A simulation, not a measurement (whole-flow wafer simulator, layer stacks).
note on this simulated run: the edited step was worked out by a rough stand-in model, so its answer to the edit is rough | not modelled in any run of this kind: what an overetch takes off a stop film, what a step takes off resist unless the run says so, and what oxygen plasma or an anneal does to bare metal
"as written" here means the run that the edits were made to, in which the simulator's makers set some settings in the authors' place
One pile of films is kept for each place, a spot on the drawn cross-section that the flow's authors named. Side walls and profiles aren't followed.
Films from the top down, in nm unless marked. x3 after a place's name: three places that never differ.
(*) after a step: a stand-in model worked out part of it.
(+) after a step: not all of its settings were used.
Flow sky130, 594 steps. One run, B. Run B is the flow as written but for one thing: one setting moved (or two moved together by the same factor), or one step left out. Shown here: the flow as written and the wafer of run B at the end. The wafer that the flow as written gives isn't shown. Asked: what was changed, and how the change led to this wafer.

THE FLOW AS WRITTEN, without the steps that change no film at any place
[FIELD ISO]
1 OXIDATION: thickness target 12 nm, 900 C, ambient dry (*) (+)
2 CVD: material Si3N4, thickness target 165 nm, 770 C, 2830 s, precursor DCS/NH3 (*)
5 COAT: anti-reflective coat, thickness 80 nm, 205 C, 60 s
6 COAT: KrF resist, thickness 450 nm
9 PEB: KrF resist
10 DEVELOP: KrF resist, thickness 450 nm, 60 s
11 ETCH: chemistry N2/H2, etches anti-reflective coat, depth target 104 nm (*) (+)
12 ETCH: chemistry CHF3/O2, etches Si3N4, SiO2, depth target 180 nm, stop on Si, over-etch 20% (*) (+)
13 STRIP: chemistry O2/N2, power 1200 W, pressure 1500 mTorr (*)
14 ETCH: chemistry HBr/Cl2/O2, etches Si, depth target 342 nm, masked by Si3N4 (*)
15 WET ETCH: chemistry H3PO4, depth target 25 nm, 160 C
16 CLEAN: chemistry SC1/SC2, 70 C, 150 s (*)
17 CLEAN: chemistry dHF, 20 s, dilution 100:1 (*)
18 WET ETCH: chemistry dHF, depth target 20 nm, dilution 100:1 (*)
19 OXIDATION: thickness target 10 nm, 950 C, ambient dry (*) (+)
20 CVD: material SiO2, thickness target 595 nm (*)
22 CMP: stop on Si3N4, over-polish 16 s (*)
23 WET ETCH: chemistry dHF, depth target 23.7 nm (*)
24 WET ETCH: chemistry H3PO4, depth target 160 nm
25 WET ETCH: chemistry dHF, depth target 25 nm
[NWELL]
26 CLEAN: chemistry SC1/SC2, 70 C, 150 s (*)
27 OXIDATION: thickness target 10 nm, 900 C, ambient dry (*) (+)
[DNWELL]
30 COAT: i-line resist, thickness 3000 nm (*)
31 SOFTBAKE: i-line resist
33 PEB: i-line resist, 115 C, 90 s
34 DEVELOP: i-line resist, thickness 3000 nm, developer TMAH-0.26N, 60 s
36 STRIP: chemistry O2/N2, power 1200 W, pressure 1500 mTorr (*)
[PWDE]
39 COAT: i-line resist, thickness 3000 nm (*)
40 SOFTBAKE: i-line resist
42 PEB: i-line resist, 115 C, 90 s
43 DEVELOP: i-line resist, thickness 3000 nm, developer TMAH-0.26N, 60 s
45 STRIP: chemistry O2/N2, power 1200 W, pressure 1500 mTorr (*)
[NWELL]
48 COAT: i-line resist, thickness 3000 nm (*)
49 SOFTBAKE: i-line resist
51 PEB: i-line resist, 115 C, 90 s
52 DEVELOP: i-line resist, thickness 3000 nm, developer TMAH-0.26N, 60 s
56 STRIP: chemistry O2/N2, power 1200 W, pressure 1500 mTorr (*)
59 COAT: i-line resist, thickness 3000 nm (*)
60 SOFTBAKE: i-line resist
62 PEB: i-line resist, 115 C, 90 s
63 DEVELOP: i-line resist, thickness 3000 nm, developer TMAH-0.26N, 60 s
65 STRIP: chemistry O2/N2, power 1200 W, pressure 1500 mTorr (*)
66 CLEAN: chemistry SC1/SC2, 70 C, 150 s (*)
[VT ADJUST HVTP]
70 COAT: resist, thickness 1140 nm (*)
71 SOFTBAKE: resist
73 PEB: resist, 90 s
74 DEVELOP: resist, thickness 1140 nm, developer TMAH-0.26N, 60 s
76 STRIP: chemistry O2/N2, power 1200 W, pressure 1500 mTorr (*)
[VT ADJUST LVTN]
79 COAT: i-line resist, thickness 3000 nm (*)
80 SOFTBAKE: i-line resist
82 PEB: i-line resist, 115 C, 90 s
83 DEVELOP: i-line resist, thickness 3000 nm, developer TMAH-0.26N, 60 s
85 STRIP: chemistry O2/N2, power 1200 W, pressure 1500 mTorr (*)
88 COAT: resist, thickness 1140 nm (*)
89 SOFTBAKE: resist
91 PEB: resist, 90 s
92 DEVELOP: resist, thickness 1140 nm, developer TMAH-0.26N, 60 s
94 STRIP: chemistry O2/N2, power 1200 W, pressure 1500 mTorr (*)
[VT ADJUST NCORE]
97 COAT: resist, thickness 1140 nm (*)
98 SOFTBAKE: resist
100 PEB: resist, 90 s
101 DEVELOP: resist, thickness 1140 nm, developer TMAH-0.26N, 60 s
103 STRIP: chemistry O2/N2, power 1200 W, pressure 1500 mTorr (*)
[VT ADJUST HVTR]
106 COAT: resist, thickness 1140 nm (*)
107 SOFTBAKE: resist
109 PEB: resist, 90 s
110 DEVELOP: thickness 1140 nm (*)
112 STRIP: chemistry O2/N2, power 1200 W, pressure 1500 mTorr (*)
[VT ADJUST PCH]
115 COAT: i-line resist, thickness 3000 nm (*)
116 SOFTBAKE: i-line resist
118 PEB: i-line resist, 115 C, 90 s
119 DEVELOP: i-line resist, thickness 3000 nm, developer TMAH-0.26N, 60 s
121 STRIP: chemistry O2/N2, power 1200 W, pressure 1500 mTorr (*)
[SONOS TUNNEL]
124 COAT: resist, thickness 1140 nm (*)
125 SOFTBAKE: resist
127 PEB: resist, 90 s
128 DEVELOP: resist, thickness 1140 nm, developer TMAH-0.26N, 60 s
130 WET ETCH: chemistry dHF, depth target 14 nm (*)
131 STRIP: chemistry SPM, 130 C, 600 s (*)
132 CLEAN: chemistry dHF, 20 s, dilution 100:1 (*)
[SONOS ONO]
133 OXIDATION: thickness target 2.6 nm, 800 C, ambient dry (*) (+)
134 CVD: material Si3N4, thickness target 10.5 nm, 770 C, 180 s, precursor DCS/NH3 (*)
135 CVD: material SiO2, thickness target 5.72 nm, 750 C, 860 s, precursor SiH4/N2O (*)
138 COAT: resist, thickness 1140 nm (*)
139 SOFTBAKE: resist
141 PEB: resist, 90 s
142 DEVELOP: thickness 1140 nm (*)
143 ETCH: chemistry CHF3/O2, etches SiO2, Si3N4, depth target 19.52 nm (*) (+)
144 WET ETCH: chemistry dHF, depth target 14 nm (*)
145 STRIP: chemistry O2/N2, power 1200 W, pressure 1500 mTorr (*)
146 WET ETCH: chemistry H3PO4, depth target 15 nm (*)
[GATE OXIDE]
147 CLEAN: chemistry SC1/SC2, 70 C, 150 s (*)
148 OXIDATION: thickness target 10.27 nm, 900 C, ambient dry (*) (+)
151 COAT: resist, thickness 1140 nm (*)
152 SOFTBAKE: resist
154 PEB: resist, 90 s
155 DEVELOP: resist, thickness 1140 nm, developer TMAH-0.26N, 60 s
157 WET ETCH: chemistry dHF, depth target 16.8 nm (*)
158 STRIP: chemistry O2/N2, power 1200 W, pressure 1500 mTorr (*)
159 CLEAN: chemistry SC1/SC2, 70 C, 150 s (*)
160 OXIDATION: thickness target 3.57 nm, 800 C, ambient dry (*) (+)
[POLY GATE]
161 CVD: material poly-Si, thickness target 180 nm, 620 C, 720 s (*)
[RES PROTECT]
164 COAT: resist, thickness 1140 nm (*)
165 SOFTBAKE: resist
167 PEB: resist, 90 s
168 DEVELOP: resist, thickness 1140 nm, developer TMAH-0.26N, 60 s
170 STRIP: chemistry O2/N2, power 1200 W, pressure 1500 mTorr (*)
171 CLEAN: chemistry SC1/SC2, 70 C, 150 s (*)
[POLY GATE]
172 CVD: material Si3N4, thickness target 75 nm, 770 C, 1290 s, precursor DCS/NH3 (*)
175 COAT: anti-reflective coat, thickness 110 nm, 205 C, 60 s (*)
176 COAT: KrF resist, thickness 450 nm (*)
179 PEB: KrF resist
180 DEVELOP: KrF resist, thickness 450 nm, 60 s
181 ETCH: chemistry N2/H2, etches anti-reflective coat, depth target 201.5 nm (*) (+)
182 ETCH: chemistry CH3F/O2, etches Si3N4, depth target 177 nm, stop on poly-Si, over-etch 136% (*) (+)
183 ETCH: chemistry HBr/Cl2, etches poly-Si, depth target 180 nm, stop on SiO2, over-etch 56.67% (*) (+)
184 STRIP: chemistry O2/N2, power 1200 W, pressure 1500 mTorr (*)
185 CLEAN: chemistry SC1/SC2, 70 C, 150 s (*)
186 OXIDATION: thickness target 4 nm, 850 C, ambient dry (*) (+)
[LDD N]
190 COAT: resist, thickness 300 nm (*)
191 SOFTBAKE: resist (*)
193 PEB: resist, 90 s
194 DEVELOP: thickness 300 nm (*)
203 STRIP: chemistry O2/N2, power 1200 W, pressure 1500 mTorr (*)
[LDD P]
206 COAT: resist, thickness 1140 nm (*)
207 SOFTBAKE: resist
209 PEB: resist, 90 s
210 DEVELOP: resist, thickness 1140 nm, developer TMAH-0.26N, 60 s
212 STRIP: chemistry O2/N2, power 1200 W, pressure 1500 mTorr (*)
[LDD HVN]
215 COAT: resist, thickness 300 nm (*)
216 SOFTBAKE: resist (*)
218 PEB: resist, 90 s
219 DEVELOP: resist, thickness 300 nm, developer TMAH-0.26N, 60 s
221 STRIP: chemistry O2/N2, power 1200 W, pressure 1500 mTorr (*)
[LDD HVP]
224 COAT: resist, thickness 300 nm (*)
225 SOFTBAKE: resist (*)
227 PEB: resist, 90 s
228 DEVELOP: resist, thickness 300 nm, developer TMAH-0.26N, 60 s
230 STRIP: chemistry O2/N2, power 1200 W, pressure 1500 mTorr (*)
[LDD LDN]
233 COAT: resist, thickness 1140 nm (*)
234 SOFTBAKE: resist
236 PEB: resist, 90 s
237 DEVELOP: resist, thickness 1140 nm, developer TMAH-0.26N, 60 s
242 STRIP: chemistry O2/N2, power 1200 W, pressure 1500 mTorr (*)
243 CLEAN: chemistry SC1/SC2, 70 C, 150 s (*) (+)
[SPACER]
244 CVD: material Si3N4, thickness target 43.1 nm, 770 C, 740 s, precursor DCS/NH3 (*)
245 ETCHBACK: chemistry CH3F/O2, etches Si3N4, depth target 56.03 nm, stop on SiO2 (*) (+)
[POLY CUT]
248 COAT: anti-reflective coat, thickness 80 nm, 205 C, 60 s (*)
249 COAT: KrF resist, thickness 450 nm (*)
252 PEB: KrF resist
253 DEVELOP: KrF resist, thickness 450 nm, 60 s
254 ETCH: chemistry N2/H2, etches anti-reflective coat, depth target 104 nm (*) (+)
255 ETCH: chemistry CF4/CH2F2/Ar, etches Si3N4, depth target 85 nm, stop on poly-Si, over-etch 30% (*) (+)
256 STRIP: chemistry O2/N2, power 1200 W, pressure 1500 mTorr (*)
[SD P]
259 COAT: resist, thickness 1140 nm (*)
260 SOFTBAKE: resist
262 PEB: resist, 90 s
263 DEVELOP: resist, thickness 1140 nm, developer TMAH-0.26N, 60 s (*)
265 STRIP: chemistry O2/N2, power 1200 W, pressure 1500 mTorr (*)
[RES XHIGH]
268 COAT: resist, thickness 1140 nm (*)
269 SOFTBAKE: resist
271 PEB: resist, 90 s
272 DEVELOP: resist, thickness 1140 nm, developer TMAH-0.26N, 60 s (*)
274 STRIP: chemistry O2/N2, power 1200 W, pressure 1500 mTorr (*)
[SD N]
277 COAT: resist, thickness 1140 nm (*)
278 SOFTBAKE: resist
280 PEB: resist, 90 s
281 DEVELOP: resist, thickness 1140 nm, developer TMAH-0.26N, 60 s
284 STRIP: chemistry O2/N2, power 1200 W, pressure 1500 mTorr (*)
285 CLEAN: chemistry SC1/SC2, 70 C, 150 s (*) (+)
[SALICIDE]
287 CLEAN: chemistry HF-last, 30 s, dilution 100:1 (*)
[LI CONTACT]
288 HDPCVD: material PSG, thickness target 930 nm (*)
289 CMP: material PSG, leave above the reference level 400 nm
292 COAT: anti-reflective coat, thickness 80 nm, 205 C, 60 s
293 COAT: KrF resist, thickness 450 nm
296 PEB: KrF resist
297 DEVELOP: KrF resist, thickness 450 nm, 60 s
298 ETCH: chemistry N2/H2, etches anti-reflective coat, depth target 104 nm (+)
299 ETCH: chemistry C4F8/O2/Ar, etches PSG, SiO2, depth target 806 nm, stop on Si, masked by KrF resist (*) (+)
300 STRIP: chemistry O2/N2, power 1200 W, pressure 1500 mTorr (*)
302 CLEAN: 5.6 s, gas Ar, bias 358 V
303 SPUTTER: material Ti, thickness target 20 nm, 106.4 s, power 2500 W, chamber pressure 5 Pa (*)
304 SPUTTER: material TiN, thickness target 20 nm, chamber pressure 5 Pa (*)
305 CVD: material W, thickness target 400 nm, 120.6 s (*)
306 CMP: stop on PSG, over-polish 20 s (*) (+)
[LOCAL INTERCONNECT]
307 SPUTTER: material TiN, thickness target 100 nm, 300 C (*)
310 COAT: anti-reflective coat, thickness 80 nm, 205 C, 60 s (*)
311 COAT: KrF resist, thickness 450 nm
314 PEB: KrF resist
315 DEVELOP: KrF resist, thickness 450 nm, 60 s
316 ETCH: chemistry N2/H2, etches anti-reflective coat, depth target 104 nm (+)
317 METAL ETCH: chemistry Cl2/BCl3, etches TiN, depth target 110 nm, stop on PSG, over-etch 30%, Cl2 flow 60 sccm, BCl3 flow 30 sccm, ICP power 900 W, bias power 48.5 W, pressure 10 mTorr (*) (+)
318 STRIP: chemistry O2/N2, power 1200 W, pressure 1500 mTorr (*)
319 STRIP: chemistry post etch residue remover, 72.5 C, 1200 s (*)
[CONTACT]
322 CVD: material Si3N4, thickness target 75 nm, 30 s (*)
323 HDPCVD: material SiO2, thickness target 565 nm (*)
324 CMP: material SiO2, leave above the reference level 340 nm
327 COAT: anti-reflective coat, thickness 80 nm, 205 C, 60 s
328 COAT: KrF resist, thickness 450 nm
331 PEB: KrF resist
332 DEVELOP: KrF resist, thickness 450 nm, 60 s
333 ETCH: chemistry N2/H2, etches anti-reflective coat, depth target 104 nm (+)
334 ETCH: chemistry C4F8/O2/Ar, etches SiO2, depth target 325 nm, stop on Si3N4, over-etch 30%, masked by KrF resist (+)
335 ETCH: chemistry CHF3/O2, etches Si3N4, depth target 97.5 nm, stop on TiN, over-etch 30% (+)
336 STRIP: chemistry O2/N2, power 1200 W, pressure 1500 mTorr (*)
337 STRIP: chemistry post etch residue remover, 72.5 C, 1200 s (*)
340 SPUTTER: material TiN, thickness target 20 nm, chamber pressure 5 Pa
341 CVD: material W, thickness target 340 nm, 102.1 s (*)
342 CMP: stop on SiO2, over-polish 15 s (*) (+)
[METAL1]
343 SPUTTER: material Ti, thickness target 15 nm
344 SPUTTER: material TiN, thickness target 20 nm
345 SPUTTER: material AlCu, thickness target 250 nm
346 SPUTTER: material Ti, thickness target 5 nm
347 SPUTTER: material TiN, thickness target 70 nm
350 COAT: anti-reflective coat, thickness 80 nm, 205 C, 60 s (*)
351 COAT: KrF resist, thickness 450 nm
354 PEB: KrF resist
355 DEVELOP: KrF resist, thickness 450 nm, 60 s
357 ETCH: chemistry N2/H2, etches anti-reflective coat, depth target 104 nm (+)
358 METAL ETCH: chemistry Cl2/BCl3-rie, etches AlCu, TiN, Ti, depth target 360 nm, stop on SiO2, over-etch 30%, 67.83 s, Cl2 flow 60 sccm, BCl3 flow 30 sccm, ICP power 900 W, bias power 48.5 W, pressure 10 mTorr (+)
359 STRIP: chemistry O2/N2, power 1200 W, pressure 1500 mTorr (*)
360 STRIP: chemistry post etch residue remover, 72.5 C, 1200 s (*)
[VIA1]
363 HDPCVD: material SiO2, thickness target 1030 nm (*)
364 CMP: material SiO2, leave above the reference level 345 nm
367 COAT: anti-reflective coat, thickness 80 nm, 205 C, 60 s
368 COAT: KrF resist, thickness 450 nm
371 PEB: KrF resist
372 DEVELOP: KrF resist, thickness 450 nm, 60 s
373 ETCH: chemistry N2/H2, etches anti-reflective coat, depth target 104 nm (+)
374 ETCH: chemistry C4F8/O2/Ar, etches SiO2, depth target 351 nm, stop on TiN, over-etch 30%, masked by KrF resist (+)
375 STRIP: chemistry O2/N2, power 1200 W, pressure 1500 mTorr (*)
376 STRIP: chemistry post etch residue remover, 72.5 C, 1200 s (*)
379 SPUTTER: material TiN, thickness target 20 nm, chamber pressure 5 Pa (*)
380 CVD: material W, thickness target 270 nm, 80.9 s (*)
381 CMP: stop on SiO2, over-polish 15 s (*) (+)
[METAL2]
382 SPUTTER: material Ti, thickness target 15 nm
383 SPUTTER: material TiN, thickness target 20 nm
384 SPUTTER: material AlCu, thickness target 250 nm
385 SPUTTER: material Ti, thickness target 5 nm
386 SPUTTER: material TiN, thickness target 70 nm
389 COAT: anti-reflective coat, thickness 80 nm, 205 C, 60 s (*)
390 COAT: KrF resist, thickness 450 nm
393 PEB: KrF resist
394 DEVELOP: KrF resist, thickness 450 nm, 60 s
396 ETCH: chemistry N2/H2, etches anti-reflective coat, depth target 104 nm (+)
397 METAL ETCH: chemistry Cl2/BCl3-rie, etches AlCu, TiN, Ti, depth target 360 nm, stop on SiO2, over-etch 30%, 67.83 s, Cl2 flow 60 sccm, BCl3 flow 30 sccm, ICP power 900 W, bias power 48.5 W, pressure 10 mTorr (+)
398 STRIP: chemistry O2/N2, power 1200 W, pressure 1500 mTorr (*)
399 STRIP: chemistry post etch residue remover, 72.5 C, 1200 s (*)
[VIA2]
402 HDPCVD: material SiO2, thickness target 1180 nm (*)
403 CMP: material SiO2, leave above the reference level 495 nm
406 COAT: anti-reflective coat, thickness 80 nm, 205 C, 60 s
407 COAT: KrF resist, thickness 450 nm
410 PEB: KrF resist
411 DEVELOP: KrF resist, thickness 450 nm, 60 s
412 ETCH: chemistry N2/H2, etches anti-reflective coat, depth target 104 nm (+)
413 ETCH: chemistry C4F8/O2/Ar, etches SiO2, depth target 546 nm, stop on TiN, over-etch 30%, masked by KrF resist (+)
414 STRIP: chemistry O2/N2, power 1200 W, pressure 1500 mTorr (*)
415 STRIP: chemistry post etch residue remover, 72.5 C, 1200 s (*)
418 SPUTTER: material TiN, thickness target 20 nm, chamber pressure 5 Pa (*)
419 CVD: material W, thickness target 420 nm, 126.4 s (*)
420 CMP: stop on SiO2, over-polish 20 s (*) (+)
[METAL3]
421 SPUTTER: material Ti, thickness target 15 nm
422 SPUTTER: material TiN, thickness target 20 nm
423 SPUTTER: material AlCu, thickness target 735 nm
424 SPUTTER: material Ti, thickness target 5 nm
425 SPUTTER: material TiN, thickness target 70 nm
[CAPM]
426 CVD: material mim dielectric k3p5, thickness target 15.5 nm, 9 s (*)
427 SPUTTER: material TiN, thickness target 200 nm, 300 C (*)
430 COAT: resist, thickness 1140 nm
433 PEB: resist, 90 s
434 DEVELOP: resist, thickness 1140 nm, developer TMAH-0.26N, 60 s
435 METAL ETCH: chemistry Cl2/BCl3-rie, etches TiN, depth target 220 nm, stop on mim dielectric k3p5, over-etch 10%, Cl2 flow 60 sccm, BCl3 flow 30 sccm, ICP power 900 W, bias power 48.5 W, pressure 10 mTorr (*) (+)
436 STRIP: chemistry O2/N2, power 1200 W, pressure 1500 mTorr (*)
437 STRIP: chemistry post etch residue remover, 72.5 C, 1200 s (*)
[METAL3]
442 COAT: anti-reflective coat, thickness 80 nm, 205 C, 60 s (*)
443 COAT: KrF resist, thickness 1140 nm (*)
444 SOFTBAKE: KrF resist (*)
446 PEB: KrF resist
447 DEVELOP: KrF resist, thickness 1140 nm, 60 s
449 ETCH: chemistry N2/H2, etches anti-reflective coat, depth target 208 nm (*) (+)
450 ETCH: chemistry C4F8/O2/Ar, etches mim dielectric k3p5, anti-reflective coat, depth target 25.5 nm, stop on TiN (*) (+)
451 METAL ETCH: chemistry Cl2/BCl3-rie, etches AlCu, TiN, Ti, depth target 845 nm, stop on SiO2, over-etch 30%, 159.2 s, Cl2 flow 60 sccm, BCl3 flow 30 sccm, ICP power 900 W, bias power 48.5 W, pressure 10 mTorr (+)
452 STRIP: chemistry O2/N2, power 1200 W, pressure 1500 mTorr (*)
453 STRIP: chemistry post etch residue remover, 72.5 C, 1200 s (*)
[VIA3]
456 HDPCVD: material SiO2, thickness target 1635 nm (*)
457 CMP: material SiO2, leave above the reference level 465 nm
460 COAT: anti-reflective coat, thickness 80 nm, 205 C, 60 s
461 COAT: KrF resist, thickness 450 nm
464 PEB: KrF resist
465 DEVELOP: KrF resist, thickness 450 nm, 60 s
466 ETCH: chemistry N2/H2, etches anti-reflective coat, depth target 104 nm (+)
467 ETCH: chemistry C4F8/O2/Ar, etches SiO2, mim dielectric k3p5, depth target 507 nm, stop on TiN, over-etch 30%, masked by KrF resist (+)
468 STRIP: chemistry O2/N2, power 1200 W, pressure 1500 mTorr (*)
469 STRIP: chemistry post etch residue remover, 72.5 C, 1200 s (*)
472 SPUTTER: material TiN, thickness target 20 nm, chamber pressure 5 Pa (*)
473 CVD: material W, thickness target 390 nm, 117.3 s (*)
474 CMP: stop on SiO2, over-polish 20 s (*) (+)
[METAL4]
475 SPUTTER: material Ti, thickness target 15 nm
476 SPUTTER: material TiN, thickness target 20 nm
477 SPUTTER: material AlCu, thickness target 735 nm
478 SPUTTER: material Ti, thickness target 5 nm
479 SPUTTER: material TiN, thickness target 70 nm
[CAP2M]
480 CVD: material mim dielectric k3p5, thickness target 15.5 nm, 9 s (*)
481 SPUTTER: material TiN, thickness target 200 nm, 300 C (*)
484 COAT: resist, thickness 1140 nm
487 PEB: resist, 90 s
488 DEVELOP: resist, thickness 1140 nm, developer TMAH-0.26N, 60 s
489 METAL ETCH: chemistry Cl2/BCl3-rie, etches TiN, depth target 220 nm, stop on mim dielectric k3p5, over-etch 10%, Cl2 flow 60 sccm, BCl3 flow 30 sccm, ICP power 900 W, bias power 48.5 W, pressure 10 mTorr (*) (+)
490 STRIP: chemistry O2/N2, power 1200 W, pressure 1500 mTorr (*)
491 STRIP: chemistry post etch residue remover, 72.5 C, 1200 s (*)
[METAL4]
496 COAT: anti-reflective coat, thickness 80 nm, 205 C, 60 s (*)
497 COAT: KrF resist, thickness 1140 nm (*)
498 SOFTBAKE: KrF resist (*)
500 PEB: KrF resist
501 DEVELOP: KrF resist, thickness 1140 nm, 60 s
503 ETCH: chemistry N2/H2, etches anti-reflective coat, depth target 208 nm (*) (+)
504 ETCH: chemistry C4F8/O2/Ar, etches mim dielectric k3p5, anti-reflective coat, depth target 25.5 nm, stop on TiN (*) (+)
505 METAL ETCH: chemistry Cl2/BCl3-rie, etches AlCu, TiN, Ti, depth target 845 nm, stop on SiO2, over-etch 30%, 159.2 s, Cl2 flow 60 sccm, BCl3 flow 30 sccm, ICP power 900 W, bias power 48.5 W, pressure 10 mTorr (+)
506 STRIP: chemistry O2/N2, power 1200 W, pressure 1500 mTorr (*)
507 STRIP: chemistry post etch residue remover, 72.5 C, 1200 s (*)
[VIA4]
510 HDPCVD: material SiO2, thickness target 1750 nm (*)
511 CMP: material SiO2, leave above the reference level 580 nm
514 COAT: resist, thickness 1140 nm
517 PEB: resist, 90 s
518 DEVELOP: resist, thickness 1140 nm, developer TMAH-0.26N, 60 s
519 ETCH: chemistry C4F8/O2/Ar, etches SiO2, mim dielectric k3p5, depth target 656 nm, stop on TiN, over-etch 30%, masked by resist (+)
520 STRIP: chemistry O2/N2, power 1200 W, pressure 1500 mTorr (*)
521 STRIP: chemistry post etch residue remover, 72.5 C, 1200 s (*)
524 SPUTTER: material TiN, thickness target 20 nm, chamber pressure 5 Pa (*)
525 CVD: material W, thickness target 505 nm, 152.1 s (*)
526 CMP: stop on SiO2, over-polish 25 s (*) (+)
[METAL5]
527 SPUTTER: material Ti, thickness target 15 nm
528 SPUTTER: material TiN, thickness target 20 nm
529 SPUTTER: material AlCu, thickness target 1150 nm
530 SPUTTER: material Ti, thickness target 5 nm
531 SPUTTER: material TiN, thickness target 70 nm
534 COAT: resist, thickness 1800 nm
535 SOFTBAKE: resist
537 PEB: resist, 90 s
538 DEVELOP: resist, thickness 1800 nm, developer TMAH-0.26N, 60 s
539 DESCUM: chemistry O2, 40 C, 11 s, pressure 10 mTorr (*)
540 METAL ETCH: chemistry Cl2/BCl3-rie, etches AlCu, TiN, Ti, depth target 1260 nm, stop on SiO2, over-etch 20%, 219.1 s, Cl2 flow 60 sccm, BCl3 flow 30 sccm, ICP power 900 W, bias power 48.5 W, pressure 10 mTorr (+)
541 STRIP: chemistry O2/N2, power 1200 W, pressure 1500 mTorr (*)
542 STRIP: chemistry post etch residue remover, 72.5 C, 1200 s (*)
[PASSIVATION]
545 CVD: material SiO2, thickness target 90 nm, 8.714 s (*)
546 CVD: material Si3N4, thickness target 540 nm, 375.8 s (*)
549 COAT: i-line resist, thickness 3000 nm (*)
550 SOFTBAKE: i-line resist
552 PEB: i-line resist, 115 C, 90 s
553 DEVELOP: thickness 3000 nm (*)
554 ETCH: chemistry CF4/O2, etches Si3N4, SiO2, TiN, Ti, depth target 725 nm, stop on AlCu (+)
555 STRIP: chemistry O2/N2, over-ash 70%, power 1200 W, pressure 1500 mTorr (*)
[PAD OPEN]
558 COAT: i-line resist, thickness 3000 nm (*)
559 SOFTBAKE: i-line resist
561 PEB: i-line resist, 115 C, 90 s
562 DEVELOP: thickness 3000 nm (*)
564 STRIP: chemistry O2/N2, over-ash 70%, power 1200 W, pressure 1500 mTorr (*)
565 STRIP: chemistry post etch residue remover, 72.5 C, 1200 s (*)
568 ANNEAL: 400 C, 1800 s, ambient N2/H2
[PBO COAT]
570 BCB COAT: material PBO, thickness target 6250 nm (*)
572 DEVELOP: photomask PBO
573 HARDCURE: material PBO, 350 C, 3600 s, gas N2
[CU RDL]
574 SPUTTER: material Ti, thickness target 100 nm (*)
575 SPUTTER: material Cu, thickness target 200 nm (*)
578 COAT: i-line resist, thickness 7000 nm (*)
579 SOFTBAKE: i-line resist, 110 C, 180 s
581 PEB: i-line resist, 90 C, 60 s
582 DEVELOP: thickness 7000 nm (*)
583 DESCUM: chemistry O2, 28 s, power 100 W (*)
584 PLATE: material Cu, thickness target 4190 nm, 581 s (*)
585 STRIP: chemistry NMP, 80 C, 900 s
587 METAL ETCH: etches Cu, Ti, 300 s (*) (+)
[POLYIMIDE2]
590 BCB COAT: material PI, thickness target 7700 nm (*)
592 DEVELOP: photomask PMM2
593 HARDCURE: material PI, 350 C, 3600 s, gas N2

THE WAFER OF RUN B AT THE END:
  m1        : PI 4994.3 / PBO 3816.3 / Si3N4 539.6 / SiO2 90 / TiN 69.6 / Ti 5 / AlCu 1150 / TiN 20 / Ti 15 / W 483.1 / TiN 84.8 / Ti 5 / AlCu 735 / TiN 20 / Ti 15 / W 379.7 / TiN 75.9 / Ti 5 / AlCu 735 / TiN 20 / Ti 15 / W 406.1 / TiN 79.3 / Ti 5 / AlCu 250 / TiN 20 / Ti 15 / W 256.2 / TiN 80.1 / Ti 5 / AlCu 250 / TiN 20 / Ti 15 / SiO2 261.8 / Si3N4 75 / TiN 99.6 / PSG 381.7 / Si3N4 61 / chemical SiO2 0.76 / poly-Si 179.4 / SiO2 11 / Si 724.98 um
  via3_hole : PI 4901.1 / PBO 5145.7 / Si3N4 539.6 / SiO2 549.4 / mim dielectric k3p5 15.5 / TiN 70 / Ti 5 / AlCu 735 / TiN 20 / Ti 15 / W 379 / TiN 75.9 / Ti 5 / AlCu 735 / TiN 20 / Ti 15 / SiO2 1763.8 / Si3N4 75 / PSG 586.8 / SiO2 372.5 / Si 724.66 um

The cause: step 472, SPUTTER: thickness target 12 nm was run, where the flow has thickness target 20 nm.

How the change led to this, step by step:
  472 SPUTTER: material TiN, thickness target 20 nm, chamber pressure 5 Pa (*)
      field, active, n_well and 187 more: TiN +12 (new film) (as written it would be: TiN +20 (new film))
      m1: TiN +6.36 (as written it would be: TiN +10.6)
      (and at 1 more place)
  474 CMP: stop on SiO2, over-polish 20 s (*) (+)
      field, active, n_well and 187 more: W -390 (all of it), TiN -12 (all of it), SiO2 -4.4 (as written it would be: W -390 (all of it), TiN -20 (all of it), SiO2 -4.4)
